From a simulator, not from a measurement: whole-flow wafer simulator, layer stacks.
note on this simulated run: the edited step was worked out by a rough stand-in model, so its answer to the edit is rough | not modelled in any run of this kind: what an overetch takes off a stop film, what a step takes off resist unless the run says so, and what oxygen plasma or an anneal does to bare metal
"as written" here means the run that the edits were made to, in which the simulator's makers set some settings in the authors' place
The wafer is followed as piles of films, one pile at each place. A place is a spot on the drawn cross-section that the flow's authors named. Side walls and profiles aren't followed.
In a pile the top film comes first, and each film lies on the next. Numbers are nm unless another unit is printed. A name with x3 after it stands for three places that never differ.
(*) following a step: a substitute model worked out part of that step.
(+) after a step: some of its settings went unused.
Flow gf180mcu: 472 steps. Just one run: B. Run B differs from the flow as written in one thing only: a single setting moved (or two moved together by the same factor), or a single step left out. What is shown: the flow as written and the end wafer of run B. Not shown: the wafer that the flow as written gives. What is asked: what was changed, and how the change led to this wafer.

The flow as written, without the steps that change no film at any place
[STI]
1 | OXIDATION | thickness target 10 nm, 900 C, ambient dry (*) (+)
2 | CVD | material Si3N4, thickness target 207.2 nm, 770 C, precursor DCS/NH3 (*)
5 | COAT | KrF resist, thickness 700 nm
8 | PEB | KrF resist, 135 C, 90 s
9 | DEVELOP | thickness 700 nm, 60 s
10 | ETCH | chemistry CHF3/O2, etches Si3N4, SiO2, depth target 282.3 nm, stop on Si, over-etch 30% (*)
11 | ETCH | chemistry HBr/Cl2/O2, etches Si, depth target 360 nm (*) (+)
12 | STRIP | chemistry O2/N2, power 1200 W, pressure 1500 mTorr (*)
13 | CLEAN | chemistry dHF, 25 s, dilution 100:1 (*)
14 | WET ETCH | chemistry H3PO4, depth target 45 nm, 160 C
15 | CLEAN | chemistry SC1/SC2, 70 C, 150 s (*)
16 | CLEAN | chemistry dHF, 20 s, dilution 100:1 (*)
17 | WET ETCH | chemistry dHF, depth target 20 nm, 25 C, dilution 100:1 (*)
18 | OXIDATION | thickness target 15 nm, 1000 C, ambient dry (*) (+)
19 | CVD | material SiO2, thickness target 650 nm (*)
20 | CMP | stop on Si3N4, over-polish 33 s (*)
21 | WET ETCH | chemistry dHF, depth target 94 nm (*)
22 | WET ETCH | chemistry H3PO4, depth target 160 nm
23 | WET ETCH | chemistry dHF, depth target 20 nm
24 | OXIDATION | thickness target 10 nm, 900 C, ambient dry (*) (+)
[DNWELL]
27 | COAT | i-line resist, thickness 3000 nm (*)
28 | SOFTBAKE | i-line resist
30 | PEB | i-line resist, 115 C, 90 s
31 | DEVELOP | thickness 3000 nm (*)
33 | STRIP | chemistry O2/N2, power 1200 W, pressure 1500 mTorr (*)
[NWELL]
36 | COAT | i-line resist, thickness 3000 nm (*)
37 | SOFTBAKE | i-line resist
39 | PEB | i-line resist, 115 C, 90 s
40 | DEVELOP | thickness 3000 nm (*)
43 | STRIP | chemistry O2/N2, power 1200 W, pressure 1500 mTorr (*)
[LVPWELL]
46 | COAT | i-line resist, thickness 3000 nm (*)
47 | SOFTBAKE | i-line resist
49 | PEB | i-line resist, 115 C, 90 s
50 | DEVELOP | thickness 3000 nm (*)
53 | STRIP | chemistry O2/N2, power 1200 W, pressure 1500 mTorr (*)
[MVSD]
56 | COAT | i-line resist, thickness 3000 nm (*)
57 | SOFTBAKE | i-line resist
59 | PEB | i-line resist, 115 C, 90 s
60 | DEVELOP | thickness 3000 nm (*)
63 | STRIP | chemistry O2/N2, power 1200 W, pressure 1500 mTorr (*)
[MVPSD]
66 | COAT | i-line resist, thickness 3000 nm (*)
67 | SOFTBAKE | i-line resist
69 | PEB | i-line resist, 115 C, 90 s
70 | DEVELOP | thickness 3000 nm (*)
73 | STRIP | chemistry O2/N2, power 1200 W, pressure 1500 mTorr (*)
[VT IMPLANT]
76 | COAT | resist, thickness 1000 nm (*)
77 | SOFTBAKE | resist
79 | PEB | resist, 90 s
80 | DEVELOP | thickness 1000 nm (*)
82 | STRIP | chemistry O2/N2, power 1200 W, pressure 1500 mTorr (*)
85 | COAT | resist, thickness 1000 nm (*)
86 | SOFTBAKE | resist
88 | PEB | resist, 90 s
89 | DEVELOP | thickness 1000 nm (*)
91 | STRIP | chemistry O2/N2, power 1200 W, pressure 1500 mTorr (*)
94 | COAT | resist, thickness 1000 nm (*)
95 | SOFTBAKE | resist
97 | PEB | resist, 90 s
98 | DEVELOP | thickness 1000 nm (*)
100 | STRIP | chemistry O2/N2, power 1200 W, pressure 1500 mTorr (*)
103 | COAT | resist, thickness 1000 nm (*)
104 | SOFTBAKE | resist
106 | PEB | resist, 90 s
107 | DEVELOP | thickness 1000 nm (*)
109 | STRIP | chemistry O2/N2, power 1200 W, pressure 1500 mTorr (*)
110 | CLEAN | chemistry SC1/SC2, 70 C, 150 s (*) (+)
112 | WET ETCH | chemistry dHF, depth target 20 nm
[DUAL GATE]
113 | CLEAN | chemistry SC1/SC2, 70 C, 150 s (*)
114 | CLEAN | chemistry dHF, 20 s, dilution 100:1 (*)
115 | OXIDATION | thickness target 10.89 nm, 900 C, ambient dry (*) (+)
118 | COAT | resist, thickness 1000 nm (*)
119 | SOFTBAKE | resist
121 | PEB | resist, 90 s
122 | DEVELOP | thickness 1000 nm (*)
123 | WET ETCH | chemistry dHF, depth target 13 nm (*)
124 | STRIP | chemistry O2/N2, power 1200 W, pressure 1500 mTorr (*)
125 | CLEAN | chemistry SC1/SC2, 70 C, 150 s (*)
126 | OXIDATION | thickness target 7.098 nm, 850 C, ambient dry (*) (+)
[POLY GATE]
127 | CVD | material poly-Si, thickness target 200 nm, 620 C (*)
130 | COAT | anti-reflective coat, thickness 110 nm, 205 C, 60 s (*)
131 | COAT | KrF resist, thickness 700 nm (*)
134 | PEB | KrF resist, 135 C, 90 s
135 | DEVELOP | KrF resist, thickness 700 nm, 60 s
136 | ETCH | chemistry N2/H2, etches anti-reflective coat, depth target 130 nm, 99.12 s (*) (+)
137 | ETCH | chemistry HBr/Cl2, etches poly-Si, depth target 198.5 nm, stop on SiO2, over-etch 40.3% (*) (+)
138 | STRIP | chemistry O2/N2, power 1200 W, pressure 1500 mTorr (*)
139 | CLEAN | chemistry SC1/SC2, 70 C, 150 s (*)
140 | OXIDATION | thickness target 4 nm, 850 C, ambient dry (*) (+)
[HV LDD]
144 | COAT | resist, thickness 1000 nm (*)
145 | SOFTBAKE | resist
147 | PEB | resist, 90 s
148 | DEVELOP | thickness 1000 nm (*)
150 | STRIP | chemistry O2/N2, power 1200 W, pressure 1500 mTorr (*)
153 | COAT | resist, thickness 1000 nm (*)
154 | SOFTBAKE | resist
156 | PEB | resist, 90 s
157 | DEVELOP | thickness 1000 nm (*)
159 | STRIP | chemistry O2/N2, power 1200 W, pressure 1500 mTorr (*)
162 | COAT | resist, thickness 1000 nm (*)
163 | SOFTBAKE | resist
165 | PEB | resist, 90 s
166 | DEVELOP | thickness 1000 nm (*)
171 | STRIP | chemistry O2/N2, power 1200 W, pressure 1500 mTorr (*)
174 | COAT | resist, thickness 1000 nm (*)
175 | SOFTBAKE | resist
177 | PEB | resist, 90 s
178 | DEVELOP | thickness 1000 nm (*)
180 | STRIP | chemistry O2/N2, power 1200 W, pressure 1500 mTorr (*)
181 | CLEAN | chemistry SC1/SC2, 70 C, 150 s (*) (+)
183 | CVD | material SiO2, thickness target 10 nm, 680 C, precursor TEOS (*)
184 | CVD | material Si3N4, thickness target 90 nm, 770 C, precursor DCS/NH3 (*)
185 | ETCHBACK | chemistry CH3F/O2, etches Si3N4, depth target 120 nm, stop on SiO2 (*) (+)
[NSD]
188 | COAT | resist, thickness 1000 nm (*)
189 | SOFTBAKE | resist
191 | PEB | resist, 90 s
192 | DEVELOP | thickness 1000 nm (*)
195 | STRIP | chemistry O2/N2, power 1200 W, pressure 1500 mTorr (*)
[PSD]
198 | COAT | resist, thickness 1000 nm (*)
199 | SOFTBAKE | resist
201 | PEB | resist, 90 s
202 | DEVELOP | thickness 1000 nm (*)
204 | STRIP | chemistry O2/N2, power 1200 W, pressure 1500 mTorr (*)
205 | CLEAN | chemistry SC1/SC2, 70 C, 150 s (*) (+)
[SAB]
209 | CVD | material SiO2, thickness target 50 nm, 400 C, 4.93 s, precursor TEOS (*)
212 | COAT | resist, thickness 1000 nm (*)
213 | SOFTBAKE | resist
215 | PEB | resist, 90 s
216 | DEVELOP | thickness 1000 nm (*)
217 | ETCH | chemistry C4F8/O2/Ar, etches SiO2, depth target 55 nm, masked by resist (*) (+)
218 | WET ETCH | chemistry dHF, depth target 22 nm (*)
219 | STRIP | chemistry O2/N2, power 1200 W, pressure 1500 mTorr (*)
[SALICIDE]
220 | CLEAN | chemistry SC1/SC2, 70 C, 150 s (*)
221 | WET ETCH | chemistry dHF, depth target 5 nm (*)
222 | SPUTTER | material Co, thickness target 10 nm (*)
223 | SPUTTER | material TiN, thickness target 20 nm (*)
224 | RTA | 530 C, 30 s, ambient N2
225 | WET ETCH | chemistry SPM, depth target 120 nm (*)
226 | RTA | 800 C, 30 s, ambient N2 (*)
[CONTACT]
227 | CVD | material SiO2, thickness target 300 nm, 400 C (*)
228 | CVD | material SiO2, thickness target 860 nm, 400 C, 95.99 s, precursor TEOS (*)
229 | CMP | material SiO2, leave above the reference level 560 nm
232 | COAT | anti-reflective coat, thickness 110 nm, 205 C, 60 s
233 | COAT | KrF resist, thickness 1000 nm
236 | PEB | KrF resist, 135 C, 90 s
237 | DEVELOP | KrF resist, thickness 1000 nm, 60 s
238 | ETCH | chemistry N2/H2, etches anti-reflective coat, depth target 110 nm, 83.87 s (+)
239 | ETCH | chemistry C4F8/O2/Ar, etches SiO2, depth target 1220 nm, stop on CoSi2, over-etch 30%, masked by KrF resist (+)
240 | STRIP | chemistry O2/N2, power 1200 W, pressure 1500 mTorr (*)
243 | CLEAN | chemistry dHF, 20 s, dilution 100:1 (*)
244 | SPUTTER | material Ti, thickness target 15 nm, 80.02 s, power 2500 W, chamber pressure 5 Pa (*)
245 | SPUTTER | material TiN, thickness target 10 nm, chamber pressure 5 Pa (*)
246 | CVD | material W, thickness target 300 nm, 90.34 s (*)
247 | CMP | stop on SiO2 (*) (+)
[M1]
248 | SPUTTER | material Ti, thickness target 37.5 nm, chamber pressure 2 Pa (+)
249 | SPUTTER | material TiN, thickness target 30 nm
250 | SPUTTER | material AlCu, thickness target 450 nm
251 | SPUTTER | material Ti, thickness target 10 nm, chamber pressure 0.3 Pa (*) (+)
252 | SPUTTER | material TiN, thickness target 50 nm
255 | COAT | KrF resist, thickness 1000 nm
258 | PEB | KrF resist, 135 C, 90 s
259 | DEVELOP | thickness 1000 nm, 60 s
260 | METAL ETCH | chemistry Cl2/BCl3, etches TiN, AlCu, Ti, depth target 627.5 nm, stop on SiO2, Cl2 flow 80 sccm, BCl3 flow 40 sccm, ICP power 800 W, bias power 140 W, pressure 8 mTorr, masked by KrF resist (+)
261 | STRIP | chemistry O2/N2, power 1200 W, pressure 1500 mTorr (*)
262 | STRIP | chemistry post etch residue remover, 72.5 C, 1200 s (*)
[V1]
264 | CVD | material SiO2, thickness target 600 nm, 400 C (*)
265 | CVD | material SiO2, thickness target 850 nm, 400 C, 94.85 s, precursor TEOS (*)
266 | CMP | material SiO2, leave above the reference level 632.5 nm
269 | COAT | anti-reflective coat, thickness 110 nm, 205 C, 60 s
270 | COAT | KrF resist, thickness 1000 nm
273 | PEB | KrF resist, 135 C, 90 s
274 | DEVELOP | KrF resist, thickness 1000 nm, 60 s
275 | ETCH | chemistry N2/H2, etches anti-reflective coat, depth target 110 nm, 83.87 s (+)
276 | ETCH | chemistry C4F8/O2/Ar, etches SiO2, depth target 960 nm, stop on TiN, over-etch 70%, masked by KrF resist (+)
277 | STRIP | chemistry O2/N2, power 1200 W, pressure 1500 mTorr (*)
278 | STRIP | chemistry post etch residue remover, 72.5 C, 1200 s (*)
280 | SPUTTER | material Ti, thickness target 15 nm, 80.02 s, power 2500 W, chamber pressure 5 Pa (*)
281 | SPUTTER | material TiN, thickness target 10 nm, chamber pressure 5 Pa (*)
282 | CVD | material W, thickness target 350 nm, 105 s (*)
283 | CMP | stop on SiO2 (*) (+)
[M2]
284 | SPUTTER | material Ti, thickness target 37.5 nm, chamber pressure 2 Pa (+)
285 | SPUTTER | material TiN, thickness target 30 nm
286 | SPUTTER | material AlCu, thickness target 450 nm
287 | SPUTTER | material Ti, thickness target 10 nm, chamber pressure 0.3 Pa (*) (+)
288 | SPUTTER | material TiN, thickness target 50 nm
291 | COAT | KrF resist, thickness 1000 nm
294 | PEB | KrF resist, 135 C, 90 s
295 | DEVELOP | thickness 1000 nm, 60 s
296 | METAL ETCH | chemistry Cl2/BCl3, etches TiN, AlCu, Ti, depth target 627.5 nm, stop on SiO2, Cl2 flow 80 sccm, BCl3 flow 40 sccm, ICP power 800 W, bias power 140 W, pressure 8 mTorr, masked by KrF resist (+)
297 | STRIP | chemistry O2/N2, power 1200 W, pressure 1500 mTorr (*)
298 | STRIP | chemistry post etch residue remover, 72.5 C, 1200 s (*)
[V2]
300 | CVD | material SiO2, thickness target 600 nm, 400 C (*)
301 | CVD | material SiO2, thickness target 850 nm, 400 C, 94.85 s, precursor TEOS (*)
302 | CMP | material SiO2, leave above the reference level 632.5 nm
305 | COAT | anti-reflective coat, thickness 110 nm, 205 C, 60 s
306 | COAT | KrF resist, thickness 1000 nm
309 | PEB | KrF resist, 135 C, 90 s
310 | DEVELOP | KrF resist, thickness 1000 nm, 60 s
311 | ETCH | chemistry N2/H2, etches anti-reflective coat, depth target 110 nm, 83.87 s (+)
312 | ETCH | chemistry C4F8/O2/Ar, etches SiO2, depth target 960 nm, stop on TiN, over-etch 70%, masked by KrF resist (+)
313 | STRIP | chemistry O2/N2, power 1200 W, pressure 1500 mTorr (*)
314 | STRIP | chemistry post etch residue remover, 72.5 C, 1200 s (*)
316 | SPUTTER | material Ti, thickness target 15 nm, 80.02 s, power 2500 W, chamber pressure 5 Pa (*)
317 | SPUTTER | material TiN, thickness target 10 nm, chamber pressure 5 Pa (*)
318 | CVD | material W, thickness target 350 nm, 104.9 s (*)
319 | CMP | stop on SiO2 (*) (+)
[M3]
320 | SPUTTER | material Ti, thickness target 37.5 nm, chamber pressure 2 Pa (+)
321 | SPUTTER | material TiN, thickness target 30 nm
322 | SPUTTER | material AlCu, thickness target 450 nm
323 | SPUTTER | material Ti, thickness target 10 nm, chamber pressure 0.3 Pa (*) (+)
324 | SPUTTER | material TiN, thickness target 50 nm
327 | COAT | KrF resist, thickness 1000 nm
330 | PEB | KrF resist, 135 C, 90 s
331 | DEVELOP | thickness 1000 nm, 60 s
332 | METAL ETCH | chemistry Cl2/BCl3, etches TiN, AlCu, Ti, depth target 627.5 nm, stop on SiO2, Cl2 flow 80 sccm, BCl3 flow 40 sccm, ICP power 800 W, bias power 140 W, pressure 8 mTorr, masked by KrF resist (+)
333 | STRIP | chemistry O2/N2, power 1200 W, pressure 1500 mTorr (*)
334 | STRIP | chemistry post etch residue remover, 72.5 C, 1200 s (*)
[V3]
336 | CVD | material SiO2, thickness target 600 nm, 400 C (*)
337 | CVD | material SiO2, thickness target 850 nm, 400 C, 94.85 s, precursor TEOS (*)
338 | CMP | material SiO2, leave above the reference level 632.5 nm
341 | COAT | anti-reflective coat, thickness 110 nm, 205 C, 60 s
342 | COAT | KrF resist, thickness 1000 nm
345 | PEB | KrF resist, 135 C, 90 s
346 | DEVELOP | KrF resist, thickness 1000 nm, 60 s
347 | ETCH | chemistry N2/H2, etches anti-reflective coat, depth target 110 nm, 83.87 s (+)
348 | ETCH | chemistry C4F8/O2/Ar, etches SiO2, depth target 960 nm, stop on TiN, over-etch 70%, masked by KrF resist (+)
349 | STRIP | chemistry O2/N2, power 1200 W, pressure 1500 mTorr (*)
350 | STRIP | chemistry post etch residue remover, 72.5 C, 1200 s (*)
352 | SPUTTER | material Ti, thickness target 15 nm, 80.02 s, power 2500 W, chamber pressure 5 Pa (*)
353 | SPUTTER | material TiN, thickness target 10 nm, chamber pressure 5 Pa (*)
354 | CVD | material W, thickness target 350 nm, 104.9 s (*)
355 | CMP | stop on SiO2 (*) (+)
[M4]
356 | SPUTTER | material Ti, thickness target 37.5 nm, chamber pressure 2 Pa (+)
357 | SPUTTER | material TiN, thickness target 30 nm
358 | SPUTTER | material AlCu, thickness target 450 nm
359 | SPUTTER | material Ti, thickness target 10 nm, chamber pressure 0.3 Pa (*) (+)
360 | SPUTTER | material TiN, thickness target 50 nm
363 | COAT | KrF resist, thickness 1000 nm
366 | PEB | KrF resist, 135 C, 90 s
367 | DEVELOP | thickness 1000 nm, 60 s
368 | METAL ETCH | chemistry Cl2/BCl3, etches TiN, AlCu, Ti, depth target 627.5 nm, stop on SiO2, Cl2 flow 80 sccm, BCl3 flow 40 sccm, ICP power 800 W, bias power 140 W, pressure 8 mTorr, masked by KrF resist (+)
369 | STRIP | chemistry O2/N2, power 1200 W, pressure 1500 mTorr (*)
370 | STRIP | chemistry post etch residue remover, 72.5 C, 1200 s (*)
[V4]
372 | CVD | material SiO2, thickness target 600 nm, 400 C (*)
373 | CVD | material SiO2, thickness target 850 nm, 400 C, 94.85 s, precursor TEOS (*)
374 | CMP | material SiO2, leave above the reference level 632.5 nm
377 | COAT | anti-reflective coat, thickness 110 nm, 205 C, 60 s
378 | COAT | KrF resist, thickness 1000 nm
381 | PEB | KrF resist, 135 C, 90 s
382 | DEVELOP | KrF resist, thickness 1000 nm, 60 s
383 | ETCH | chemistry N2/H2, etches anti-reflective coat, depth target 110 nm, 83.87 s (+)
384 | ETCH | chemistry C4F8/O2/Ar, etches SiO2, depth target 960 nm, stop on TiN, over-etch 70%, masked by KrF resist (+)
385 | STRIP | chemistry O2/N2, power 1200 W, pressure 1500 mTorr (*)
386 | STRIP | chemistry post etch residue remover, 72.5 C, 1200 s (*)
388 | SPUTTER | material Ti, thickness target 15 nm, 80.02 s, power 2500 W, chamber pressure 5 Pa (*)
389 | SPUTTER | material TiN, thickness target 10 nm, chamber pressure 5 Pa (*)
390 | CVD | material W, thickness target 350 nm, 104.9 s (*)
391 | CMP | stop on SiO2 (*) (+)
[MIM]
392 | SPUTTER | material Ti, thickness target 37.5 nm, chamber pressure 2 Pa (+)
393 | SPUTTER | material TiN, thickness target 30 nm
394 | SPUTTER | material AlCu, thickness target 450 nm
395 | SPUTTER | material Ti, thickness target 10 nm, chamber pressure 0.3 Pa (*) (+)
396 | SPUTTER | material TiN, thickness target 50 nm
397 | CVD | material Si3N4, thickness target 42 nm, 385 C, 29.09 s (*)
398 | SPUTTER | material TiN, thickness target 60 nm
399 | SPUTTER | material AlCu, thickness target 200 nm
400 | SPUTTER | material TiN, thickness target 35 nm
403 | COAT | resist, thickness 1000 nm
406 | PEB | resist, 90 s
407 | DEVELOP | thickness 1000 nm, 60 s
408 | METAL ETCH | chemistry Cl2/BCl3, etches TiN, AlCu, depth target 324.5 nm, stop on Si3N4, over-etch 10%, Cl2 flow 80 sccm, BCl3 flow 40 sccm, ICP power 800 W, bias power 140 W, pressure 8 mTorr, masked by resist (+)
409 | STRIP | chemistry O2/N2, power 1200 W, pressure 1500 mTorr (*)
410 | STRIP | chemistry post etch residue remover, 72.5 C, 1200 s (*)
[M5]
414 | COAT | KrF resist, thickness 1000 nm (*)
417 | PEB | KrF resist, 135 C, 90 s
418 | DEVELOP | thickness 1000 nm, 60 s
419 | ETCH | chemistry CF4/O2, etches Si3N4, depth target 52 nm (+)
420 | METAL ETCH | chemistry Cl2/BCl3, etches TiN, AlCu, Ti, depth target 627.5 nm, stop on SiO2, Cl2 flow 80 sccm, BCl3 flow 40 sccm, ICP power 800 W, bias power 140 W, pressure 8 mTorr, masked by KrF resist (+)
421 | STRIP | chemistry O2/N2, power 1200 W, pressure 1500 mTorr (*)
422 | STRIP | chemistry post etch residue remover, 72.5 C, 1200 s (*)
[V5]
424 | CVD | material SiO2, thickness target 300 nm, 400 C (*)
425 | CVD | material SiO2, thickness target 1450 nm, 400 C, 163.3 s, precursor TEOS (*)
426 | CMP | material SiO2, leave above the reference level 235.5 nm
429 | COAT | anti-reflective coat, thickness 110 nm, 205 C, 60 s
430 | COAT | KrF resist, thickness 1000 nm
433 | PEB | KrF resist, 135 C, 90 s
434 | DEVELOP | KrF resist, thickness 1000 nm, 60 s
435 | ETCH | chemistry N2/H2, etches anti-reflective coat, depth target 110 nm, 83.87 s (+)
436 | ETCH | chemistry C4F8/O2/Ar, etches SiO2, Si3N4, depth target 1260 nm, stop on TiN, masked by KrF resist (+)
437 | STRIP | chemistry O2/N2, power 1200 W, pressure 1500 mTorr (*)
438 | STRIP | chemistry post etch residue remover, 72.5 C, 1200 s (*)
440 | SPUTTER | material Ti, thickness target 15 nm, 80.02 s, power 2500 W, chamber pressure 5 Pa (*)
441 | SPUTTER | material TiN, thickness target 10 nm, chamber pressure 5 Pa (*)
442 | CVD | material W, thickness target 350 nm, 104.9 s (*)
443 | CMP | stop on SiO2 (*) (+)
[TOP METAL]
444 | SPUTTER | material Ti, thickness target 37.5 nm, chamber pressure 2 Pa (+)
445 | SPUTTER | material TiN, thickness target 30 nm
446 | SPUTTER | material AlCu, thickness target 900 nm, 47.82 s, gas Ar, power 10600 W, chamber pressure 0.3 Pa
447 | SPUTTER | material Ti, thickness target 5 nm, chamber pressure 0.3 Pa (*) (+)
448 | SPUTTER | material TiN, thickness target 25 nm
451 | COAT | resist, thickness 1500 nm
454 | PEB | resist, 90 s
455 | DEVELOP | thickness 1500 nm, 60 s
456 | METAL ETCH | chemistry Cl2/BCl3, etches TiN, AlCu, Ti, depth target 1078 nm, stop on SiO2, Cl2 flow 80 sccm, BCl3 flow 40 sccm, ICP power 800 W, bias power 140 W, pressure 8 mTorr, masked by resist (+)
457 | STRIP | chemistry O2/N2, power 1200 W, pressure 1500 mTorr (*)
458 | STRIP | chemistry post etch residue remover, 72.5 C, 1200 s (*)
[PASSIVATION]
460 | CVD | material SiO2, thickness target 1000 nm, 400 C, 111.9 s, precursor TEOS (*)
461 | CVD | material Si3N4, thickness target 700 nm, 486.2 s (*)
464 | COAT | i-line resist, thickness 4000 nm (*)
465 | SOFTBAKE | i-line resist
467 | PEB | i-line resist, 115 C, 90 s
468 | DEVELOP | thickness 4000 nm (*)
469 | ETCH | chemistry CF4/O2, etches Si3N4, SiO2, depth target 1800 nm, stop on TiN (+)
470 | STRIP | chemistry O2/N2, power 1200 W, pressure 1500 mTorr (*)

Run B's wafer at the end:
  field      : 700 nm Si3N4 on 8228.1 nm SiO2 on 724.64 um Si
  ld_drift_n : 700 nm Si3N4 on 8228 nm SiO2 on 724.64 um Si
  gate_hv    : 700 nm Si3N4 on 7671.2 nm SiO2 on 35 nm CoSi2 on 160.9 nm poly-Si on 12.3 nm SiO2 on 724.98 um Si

Cause: step 115, OXIDATION: thickness target 8.709 nm was run, whereas the flow has thickness target 10.89 nm.

How this came from the change, step by step:
  115 | OXIDATION | thickness target 10.89 nm, 900 C, ambient dry (*) (+)
      active, n_well, p_well and 40 more: SiO2 gains 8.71 (new film), Si loses 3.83 (as written it would have been: SiO2 gains 10.9 (new film), Si loses 4.79)
  123 | WET ETCH | chemistry dHF, depth target 13 nm (*)
      active, n_well, p_well and 12 more: SiO2 loses 8.71 (all of it) (as written it would have been: SiO2 loses 10.9 (all of it))
  189 | SOFTBAKE | resist
      nw_enc_fld_lv__w3: resist loses 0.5 (as written it would have been: resist gains 0.35)
      active_hv: resist gains 0.19 (as written it would have been: resist gains 0.78)
      (also at 1 further place)
  199 | SOFTBAKE | resist
      nw_enc_fld_lv__w3: resist loses 0.5 (as written it would have been: resist gains 0.35)
      active_hv: resist gains 0.19 (as written it would have been: resist gains 0.78)
      (also at 1 further place)
  218 | WET ETCH | chemistry dHF, depth target 22 nm (*)
      ldn_tap, ldn_src, ldn_drn, ldp_tap, ldp_src, ldp_drn, ldp_gr: SiO2 loses 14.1 (all of it) (as written it would have been: SiO2 loses 16 (all of it))
      ld_drn_n, ld_sd_p: SiO2 loses 12.9 (all of it) (as written it would have been: SiO2 loses 14.8 (all of it))
      (also at 5 further places)
  223 | SPUTTER | material TiN, thickness target 20 nm (*)
      field__w12: TiN gains 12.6 (new film) (as written it would have been: TiN gains 12 (new film))
  225 | WET ETCH | chemistry SPM, depth target 120 nm (*)
      field__w12: TiN loses 12.6 (all of it), Co loses 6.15 (all of it) (as written it would have been: TiN loses 12 (all of it), Co loses 6.15 (all of it))
